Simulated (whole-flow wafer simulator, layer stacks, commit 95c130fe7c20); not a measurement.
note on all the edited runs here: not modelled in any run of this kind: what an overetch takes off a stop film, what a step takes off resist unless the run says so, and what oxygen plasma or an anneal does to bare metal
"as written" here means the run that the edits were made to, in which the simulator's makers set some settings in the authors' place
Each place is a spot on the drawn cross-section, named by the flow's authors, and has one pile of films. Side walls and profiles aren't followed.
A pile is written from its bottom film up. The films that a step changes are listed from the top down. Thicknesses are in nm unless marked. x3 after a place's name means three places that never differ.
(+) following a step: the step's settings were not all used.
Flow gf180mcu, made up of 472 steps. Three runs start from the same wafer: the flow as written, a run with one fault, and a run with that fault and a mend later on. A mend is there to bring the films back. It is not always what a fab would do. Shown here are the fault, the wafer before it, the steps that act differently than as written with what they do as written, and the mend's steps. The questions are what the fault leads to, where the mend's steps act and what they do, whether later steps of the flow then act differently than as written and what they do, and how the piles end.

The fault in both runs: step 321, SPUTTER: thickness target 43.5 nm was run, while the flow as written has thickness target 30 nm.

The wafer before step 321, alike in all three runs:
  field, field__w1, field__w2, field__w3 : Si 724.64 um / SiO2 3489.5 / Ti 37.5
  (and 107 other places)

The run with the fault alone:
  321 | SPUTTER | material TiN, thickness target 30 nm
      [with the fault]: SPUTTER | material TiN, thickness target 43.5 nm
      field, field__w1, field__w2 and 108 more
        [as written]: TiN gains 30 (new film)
        [with the fault]: TiN gains 43.5 (new film)
  Steps further on in the flow that do not act as written:
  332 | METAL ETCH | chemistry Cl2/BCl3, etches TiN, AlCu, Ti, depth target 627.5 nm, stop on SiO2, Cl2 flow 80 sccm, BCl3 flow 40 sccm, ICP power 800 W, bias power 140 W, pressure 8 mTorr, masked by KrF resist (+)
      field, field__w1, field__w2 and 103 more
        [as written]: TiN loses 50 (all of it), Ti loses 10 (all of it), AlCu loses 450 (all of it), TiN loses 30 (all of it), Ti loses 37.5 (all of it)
        [with the fault]: TiN loses 50 (all of it), Ti loses 10 (all of it), AlCu loses 450 (all of it), TiN loses 43.5 (all of it), Ti loses 37.5 (all of it)
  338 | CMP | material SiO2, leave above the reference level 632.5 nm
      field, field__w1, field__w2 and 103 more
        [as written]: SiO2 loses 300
        [with the fault]: SiO2 loses 286.5
  By the end, the piles at field__w8, contact, m1, m1__w1, m1_nw depart from the flow's by more than 2% or 0.5 nm, whichever is larger.
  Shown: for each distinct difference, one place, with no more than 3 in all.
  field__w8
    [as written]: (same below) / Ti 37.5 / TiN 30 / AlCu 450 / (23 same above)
    [with the fault]: (same below) / Ti 37.5 / TiN 43.5 / AlCu 450 / (23 same above)
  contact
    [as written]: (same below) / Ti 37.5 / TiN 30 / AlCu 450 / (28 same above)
    [with the fault]: (same below) / Ti 37.5 / TiN 43.5 / AlCu 450 / (28 same above)

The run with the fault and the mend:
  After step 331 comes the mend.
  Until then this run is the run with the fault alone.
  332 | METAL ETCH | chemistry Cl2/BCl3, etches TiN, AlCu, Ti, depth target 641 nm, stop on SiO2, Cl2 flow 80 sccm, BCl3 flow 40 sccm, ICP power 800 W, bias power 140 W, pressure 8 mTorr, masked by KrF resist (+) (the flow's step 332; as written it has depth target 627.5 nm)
      field, field__w1, field__w2 and 103 more
        TiN loses 50 (all of it), Ti loses 10 (all of it), AlCu loses 450 (all of it), TiN loses 43.5 (all of it), Ti loses 37.5 (all of it)
      field__w8, contact, m1, m1__w1, m1_nw
        KrF resist loses 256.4
  Steps further on in the flow that do not act as written (1 other step is not shown; it differs only slightly, by no more than 2% or 0.5 nm, whichever is larger):
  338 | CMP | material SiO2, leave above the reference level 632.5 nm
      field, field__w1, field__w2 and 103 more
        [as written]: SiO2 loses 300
        [with the mend]: SiO2 loses 286.5
  By the end, the piles at field__w8, contact, m1, m1__w1, m1_nw depart from the flow's by more than 2% or 0.5 nm, whichever is larger.
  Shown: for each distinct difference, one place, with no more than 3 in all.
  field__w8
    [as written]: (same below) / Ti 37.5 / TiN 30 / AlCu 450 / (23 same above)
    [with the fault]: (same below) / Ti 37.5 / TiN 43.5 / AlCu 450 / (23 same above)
    [with the mend]: (same below) / Ti 37.5 / TiN 43.5 / AlCu 450 / (23 same above)
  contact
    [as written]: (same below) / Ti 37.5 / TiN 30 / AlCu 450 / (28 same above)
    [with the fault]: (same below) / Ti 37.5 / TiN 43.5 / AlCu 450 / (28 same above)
    [with the mend]: (same below) / Ti 37.5 / TiN 43.5 / AlCu 450 / (28 same above)
